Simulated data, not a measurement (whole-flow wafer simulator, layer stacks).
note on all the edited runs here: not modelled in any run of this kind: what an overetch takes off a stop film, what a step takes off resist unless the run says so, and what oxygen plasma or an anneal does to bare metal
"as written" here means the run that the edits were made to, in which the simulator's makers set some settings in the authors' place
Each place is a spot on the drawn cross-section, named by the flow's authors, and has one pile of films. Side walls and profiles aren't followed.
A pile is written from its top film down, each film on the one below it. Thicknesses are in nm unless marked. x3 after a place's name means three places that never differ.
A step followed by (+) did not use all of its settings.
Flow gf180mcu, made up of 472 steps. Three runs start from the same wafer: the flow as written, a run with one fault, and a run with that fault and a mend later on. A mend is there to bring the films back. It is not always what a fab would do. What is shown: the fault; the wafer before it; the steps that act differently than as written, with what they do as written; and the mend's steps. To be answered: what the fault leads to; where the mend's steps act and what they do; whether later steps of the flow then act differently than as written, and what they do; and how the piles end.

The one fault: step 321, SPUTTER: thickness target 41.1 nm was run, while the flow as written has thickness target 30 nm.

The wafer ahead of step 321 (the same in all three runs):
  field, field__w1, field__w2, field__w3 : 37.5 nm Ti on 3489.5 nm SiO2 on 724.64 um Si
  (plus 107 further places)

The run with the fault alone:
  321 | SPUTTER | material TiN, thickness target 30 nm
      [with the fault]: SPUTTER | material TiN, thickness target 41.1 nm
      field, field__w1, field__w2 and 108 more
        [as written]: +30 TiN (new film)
        [with the fault]: +41.1 TiN (new film)
  Later steps of the flow acting differently than as written:
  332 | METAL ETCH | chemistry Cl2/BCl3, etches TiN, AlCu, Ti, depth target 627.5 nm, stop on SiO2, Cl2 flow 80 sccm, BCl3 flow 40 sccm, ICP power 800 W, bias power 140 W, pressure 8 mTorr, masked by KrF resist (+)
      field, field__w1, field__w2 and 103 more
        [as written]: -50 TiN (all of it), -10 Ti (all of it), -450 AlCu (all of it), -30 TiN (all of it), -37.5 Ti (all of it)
        [with the fault]: -50 TiN (all of it), -10 Ti (all of it), -450 AlCu (all of it), -41.1 TiN (all of it), -37.5 Ti (all of it)
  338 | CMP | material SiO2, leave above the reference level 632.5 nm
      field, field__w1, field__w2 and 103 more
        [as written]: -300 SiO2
        [with the fault]: -288.9 SiO2
  By the end, the piles at field__w8, contact, m1, m1__w1, m1_nw depart from the flow's by more than 2% or 0.5 nm, whichever is larger.
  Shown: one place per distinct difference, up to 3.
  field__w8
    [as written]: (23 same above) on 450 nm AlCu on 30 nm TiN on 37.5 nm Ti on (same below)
    [with the fault]: (23 same above) on 450 nm AlCu on 41.1 nm TiN on 37.5 nm Ti on (same below)
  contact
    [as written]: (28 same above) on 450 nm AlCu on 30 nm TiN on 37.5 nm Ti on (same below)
    [with the fault]: (28 same above) on 450 nm AlCu on 41.1 nm TiN on 37.5 nm Ti on (same below)

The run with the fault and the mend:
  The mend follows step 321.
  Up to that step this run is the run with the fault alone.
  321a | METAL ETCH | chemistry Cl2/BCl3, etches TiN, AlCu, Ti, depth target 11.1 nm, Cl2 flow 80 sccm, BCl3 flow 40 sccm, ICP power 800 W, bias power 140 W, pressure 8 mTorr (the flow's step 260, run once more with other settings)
      field, field__w1, field__w2 and 108 more
        -11.1 TiN
  None of the later steps of the flow acts differently than as written at any place that is followed.
  The piles end the same as the flow's at every place that both follow.
